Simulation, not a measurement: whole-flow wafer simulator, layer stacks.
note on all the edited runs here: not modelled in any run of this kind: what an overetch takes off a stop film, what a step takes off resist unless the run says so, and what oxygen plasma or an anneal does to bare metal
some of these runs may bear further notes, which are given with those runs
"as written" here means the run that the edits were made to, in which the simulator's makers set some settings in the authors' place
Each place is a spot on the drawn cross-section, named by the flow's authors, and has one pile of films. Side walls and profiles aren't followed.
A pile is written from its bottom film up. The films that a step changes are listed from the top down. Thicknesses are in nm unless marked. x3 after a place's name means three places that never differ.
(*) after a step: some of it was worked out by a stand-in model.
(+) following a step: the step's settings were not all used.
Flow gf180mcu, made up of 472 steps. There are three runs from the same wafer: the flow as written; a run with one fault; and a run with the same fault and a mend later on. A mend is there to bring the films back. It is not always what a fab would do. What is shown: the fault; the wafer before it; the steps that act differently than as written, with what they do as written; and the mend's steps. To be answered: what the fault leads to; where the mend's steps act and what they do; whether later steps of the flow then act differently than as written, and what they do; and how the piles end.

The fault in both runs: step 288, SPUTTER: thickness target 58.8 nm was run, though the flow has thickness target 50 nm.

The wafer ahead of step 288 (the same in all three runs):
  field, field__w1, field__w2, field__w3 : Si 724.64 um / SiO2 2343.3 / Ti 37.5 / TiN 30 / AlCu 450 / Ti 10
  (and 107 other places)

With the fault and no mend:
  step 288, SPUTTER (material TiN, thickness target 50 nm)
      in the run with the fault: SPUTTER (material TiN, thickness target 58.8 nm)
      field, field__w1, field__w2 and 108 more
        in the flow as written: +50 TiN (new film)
        in the run with the fault: +58.8 TiN (new film)
  Steps further on in the flow that do not act as written (6 more steps, not shown, differ only slightly: by at most 2% or 0.5 nm, whichever is larger):
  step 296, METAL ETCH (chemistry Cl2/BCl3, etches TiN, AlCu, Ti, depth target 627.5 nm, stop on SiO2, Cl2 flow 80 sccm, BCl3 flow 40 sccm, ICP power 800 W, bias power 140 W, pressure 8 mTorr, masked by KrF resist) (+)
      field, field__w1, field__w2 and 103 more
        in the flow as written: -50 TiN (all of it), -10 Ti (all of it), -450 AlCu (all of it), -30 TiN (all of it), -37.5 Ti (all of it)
        in the run with the fault: -58.8 TiN (all of it), -10 Ti (all of it), -450 AlCu (all of it), -30 TiN (all of it), -37.5 Ti (all of it)
  At field__w8, contact, m1, m1__w1, m1_nw, the piles at the end differ from the flow's by more than 2% or 0.5 nm, whichever is larger.
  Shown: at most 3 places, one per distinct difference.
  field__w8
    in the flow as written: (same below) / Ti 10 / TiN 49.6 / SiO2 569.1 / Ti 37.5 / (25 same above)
    in the run with the fault: (same below) / Ti 10 / TiN 58.4 / SiO2 560.3 / Ti 37.5 / (25 same above)
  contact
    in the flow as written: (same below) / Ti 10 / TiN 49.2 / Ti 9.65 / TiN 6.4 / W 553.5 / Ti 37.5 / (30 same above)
    in the run with the fault: (same below) / Ti 10 / TiN 58 / Ti 9.7 / TiN 6.44 / W 544.6 / Ti 37.5 / (30 same above)

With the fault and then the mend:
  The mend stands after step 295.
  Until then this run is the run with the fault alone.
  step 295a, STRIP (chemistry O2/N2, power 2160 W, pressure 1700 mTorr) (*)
      field__w8, contact, m1, m1__w1, m1_nw
        -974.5 KrF resist (all of it)
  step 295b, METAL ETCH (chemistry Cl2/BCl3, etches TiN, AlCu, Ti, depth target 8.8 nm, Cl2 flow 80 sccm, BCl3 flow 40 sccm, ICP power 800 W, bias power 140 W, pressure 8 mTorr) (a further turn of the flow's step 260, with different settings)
      field, field__w1, field__w2 and 108 more
        -8.8 TiN
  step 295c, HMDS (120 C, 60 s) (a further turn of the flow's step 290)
      does not change any film at any place that is followed
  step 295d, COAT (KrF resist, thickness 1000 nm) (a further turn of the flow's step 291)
      field, field__w1, field__w2 and 108 more
        +1000 KrF resist (new film)
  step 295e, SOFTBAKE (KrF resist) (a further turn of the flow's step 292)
      does not change any film at any place that is followed
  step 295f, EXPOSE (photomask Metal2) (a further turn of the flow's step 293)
      does not change any film at any place that is followed
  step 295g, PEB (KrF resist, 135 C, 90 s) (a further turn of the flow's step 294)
      field, field__w1, field__w2 and 108 more
        -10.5 KrF resist
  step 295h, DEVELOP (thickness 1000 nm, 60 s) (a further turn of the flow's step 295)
      field, field__w1, field__w2 and 103 more
        -989.5 KrF resist (all of it)
      field__w8, contact, m1, m1__w1, m1_nw
        -14.9 KrF resist
  Every later step of the flow that is run acts as written at every place that is followed.
  At every place that both follow, the piles at the end match the flow's.
